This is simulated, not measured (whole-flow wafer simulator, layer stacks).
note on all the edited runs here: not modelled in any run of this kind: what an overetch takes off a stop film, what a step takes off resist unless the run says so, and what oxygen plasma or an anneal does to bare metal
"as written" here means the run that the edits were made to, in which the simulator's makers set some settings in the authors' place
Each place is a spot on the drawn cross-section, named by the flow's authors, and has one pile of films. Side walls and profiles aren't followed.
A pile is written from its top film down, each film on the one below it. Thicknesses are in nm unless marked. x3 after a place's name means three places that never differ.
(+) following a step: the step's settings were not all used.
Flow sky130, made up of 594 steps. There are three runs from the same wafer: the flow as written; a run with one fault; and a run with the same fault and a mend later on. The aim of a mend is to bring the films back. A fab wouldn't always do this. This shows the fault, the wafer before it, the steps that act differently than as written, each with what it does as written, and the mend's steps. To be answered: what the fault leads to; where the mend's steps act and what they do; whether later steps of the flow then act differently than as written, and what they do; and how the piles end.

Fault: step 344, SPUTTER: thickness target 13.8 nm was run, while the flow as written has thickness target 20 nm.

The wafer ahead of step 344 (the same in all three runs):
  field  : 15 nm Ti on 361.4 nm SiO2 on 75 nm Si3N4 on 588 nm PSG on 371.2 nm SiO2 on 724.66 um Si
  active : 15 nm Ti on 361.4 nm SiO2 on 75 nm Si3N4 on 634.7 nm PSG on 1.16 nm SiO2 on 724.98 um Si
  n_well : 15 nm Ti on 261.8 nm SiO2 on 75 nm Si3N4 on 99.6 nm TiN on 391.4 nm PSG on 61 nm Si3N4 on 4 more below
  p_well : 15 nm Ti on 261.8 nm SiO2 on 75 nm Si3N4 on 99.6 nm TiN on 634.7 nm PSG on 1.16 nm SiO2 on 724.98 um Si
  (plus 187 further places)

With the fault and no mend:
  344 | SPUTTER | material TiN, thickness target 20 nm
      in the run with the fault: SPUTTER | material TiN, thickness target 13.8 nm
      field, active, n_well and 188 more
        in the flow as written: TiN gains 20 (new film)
        in the run with the fault: TiN gains 13.8 (new film)
  Steps later in the flow that act otherwise than as written (not shown: 11 more steps that differ only slightly, by at most 2% or 0.5 nm, whichever is larger):
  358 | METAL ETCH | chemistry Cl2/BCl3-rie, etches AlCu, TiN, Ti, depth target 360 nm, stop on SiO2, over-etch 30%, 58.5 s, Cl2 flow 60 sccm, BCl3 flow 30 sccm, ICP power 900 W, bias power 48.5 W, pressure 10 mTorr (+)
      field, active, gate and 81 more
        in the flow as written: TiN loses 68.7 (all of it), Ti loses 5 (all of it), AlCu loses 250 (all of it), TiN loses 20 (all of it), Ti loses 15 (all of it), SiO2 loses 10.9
        in the run with the fault: TiN loses 68.7 (all of it), Ti loses 5 (all of it), AlCu loses 250 (all of it), TiN loses 13.8 (all of it), Ti loses 15 (all of it), SiO2 loses 11.6
  At n_well, p_well, gate_hv and 104 more, the piles at the end differ from the flow's by more than 2% or 0.5 nm, whichever is larger.
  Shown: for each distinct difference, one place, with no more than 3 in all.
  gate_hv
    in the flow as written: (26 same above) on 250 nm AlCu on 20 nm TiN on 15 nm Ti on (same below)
    in the run with the fault: (26 same above) on 250 nm AlCu on 13.8 nm TiN on 15 nm Ti on (same below)
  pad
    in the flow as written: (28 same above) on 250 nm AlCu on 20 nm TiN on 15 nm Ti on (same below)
    in the run with the fault: (28 same above) on 250 nm AlCu on 13.8 nm TiN on 15 nm Ti on (same below)
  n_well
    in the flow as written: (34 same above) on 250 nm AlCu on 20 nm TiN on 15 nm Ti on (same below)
    in the run with the fault: (34 same above) on 250 nm AlCu on 13.8 nm TiN on 15 nm Ti on (same below)

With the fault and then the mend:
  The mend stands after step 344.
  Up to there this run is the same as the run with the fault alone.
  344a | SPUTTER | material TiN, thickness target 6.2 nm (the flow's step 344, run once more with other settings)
      field, active, n_well and 188 more
        TiN gains 6.2
  None of the later steps of the flow acts differently than as written at any place that is followed.
  By the end, the piles equal the flow's at every place that both follow.
